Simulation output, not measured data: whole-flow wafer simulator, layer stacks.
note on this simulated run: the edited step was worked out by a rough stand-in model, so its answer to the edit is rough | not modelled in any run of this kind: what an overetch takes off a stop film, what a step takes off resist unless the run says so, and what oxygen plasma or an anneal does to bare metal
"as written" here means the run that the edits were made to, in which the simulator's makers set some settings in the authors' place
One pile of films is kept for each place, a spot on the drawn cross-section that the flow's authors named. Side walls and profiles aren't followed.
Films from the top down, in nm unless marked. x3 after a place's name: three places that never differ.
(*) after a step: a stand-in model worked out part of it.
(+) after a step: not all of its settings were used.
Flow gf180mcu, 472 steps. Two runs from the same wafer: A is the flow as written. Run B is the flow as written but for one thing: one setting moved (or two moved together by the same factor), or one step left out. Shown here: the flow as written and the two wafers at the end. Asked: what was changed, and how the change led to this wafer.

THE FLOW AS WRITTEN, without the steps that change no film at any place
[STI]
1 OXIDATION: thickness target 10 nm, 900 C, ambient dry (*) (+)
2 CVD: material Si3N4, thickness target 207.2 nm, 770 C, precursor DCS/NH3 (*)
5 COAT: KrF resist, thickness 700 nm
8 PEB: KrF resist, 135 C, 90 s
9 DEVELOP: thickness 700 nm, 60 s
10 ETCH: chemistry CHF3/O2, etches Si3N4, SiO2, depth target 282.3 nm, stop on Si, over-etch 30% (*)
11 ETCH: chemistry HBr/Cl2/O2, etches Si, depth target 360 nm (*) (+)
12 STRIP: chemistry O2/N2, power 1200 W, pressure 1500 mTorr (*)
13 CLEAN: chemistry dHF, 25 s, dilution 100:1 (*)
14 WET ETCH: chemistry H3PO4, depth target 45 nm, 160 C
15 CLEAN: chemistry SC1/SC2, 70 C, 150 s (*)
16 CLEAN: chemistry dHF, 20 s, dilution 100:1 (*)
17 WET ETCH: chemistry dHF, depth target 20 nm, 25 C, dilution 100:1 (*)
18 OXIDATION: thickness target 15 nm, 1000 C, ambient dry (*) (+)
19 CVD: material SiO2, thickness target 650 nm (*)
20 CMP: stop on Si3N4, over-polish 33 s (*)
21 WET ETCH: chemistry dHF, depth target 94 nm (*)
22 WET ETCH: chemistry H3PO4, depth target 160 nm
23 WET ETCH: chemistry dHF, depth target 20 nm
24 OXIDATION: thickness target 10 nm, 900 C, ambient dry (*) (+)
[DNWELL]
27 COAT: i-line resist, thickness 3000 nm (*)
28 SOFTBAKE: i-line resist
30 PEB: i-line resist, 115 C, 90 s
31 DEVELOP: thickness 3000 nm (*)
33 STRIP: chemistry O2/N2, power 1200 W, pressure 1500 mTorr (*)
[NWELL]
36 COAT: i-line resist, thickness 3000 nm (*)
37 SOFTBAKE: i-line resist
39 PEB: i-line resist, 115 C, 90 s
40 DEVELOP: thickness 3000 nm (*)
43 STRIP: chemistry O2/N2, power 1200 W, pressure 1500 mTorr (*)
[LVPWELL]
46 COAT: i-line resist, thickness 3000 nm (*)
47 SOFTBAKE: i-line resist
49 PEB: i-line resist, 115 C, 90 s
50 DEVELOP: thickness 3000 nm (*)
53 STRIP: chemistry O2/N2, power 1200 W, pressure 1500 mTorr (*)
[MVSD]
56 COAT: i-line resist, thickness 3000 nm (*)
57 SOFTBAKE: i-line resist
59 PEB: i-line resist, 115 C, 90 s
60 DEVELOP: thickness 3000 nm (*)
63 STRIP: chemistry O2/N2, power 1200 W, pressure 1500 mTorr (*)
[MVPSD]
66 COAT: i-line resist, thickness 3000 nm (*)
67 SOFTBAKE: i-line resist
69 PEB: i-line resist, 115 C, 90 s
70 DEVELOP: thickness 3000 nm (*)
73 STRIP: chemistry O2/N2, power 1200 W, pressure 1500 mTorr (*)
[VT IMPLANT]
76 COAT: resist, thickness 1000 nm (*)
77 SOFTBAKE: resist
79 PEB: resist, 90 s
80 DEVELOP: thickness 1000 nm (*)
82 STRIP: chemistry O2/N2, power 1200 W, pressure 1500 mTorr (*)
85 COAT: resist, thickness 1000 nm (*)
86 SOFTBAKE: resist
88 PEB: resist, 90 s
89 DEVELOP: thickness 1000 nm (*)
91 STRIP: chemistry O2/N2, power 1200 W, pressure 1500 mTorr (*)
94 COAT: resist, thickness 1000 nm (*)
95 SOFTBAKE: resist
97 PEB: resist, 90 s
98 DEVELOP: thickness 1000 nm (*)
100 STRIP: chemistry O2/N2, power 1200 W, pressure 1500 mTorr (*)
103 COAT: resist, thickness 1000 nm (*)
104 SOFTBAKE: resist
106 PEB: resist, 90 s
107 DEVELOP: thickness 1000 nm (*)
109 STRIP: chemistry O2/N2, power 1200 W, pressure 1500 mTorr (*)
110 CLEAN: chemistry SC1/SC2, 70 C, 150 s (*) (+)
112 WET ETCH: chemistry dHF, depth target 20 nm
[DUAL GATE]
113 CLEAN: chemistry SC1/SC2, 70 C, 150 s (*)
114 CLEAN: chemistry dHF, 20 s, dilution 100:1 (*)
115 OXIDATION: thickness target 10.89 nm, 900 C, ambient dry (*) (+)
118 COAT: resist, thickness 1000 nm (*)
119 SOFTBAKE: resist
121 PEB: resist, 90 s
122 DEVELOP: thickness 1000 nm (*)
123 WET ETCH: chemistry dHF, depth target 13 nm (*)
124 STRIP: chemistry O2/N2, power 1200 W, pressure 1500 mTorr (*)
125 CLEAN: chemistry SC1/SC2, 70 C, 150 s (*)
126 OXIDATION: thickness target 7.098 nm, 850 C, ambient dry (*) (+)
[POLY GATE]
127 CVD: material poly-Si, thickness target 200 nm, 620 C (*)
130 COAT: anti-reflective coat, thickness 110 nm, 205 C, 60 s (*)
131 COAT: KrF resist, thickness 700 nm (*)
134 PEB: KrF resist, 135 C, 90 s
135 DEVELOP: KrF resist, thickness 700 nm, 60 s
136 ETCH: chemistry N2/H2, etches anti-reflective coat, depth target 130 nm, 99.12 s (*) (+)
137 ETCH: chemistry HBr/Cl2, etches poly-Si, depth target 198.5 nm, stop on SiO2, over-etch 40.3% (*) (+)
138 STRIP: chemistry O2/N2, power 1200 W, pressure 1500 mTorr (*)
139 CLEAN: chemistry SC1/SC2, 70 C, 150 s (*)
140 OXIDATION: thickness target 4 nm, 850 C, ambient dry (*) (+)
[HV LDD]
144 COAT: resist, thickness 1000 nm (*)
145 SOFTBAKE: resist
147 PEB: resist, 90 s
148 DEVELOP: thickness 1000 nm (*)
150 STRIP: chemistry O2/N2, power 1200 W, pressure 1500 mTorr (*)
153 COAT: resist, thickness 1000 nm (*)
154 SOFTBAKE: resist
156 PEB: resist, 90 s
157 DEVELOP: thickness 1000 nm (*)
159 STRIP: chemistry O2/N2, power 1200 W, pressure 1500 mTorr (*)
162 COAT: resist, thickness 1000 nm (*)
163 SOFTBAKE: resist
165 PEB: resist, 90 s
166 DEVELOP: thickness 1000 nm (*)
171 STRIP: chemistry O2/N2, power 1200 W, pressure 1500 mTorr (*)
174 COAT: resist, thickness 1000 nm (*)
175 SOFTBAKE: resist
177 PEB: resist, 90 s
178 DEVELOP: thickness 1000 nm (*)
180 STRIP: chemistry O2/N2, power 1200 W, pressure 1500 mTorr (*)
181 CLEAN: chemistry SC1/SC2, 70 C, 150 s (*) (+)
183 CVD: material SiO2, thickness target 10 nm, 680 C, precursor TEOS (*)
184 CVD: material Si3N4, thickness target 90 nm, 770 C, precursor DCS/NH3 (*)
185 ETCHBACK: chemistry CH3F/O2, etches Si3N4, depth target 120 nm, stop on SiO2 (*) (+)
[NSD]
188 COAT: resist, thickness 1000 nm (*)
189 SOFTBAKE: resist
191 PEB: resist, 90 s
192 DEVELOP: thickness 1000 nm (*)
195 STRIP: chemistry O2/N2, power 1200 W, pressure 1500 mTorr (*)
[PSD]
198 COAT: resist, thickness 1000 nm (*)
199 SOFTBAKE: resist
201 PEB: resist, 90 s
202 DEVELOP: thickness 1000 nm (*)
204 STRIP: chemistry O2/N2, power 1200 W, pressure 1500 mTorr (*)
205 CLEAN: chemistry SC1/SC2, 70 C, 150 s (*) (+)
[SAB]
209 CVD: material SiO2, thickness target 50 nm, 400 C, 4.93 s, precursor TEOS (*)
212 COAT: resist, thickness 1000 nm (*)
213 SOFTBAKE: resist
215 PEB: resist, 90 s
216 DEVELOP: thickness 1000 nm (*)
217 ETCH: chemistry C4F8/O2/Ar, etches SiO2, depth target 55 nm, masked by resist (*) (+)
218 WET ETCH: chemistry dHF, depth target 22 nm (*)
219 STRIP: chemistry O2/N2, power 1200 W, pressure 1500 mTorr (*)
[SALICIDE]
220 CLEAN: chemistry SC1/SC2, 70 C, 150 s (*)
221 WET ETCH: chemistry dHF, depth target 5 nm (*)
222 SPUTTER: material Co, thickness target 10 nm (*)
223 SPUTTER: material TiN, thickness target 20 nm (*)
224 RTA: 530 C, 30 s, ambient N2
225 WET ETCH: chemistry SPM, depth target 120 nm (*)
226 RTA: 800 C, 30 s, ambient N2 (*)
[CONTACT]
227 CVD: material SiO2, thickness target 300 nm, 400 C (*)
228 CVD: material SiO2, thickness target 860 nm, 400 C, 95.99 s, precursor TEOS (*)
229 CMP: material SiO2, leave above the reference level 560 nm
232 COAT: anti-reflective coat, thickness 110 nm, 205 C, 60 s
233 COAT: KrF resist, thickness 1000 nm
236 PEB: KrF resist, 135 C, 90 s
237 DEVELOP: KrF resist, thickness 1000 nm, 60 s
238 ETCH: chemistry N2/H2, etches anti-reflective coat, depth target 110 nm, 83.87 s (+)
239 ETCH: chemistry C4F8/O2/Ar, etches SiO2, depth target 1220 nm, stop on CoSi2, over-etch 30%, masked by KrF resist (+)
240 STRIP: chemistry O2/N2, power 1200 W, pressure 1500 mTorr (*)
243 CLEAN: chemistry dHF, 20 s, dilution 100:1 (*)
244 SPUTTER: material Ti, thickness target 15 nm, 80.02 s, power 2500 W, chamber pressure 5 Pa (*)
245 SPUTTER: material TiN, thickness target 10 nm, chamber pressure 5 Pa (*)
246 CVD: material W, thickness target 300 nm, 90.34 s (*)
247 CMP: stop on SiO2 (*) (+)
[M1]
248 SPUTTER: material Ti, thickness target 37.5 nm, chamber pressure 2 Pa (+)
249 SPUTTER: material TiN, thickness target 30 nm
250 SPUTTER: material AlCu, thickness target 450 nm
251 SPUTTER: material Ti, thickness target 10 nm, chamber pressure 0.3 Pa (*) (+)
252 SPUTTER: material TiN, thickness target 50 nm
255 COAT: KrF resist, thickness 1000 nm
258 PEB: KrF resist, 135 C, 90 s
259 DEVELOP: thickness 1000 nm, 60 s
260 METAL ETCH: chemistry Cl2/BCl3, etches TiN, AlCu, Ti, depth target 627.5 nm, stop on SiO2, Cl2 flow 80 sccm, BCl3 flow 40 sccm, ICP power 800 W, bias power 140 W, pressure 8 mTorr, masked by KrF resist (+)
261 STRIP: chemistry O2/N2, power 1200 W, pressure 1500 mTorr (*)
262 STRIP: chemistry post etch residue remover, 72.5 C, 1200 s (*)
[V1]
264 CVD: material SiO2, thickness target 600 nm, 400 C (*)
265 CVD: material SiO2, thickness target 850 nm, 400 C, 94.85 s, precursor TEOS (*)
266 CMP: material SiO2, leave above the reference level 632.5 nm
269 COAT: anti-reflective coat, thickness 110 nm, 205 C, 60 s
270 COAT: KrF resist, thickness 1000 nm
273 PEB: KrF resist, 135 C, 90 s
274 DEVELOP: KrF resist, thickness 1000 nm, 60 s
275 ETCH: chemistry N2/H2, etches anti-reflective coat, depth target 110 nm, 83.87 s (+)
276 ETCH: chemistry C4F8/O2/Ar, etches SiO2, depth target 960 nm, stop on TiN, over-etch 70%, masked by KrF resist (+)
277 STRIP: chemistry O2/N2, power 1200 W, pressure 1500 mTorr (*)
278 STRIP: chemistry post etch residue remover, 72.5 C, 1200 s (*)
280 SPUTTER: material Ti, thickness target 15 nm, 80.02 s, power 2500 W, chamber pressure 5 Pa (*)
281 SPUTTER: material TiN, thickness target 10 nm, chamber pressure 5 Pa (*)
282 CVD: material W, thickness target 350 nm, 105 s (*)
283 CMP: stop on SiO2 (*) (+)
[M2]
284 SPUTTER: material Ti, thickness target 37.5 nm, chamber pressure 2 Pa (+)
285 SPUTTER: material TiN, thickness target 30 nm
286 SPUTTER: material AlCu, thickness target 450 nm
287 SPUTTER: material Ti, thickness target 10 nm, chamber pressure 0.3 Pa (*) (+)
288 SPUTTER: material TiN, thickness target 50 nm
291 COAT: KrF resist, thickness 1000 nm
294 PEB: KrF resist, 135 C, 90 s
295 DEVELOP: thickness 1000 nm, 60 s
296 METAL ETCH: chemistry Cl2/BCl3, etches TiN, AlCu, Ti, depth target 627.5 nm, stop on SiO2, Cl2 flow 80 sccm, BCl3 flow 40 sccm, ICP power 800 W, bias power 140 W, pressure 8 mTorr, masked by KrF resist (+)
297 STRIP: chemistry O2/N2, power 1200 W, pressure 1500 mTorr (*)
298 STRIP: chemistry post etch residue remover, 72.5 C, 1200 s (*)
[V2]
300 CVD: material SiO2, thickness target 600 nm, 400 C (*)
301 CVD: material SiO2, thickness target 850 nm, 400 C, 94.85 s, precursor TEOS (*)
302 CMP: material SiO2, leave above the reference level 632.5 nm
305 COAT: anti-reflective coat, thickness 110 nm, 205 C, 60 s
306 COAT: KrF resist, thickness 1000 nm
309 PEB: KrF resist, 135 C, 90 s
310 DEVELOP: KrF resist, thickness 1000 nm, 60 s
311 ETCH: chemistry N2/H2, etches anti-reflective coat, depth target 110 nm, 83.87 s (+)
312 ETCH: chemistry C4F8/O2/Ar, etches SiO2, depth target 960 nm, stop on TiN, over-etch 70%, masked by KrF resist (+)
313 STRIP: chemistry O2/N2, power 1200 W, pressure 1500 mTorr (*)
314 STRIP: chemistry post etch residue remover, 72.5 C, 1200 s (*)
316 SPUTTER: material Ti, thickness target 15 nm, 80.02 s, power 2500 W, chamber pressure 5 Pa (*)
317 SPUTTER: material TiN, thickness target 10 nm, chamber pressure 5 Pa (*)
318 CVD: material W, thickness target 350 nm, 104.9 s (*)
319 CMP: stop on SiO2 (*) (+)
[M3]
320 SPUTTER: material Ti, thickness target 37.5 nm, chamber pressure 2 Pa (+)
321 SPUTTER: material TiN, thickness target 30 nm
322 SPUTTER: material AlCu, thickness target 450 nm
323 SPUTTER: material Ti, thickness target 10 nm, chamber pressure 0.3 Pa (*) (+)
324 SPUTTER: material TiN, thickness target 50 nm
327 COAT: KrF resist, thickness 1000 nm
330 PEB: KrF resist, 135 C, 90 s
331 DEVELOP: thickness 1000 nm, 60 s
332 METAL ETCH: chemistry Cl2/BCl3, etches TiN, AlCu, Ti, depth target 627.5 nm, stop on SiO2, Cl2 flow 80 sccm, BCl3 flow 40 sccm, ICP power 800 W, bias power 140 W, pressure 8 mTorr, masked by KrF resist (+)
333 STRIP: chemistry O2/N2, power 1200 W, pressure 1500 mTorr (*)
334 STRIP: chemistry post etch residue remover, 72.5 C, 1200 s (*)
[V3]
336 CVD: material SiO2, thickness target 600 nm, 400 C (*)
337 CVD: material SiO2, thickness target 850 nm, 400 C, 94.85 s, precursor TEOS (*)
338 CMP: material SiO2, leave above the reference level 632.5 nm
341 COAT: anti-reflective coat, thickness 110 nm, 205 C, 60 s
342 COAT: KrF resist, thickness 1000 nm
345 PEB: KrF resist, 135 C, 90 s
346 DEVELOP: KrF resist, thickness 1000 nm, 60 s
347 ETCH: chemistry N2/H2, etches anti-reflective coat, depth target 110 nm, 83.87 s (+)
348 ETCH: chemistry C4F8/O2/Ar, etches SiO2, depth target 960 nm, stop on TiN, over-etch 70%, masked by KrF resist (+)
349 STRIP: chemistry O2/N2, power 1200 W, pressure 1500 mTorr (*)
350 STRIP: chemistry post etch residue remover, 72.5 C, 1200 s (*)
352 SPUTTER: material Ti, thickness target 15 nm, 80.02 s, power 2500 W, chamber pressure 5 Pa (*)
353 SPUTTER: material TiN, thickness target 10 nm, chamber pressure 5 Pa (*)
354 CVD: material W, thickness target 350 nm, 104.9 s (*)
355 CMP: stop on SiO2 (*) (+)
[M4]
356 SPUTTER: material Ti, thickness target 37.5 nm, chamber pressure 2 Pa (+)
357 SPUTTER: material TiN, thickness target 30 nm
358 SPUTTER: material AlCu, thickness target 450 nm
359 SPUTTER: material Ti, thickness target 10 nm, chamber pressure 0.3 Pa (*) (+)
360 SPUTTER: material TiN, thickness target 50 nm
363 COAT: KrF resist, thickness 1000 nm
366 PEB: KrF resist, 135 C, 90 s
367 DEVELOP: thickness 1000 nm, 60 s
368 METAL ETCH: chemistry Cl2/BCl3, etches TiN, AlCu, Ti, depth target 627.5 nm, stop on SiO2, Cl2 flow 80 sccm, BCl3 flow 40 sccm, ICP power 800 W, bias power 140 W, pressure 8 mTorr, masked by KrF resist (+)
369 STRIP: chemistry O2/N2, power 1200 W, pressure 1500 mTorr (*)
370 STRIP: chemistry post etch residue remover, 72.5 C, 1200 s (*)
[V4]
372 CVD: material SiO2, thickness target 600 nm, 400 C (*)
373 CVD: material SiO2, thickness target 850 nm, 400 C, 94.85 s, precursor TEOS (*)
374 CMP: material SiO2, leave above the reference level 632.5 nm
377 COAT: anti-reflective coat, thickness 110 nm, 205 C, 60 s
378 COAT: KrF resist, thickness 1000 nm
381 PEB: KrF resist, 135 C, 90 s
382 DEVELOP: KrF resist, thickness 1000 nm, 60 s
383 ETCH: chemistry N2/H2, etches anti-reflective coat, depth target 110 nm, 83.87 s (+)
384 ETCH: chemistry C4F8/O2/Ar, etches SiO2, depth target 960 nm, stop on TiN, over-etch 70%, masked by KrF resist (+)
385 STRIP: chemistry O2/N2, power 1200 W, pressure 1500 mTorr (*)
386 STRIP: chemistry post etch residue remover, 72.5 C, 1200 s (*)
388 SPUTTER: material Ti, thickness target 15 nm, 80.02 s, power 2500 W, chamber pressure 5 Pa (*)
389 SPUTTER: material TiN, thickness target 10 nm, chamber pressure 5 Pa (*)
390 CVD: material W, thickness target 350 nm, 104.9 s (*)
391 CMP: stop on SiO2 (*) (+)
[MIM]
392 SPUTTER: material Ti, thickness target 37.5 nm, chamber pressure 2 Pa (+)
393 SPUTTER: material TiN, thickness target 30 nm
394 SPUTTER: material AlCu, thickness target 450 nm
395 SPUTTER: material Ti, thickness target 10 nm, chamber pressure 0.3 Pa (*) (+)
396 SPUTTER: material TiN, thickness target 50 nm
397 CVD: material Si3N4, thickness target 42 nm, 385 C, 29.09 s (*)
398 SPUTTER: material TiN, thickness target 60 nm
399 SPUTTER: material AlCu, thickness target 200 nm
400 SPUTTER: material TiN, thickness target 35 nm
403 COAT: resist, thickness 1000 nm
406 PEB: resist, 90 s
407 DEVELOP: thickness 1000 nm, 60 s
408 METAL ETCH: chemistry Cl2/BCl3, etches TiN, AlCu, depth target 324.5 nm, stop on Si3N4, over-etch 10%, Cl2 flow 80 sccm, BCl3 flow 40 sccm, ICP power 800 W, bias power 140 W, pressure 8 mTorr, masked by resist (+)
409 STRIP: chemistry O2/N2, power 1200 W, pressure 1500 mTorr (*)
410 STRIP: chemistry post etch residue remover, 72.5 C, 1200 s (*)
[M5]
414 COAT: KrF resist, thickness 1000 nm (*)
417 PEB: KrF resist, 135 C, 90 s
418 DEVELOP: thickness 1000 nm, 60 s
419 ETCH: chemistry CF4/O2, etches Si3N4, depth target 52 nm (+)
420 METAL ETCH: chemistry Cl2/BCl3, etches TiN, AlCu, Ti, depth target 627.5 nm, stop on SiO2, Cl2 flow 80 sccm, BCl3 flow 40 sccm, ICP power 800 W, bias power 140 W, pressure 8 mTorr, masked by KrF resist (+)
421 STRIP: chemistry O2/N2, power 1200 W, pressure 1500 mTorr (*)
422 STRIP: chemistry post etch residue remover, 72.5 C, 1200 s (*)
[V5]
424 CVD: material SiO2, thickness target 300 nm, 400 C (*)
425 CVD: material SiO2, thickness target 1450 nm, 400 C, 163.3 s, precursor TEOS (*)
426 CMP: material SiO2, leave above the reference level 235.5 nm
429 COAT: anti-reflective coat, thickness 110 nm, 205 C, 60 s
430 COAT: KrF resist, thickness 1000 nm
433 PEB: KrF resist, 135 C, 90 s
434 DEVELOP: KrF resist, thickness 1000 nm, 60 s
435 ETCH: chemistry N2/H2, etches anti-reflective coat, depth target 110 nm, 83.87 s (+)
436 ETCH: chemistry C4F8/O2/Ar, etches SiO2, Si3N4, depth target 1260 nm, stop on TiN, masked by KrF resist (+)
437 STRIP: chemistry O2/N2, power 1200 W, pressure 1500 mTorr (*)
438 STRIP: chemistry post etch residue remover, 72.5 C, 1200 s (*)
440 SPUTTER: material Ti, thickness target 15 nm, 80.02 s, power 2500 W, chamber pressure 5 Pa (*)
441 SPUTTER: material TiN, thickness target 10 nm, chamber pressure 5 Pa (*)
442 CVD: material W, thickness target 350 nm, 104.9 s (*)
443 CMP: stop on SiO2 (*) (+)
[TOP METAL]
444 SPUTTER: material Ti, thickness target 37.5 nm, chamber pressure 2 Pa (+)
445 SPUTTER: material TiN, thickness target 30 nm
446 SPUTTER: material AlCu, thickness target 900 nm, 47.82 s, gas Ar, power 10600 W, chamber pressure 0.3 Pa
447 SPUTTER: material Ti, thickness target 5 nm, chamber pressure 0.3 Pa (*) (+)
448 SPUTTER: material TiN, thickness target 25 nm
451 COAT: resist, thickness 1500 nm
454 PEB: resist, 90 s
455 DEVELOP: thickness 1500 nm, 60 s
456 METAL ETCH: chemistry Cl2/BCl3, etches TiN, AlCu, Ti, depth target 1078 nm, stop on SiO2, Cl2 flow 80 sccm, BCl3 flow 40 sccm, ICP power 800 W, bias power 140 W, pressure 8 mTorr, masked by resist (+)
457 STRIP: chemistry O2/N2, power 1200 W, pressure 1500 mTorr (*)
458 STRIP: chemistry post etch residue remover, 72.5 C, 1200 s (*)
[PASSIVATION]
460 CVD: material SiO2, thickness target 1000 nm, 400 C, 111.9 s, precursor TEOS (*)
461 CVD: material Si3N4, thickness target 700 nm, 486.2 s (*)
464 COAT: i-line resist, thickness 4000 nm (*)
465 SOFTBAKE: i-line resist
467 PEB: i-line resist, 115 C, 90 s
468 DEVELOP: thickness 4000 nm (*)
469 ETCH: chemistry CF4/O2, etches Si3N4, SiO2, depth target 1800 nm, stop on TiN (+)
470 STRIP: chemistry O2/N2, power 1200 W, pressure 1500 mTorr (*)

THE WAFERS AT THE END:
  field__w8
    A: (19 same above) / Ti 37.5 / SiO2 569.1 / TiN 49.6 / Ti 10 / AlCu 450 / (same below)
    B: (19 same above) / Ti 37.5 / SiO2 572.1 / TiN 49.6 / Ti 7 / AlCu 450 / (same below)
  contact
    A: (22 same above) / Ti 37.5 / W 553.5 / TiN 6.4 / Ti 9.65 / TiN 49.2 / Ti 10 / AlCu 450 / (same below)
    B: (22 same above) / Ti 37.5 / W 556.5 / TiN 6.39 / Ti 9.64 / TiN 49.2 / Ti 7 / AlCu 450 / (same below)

The cause: step 323, SPUTTER: thickness target 7 nm was run, where the flow has thickness target 10 nm.
It can be read off the wafer: field__w8 has Ti 7, and step 323 as written asks for 10 nm.

How the change led to this, step by step:
  323 SPUTTER: material Ti, thickness target 10 nm, chamber pressure 0.3 Pa (*) (+)
      field, field__w1, field__w2 and 108 more: A Ti +10 (new film) | B Ti +7 (new film)
  332 METAL ETCH: chemistry Cl2/BCl3, etches TiN, AlCu, Ti, depth target 627.5 nm, stop on SiO2, Cl2 flow 80 sccm, BCl3 flow 40 sccm, ICP power 800 W, bias power 140 W, pressure 8 mTorr, masked by KrF resist (+)
      field, field__w1, field__w2 and 103 more: A TiN -50 (all of it), Ti -10 (all of it), AlCu -450 (all of it), TiN -30 (all of it), Ti -37.5 (all of it) | B TiN -50 (all of it), Ti -7 (all of it), AlCu -450 (all of it), TiN -30 (all of it), Ti -37.5 (all of it)
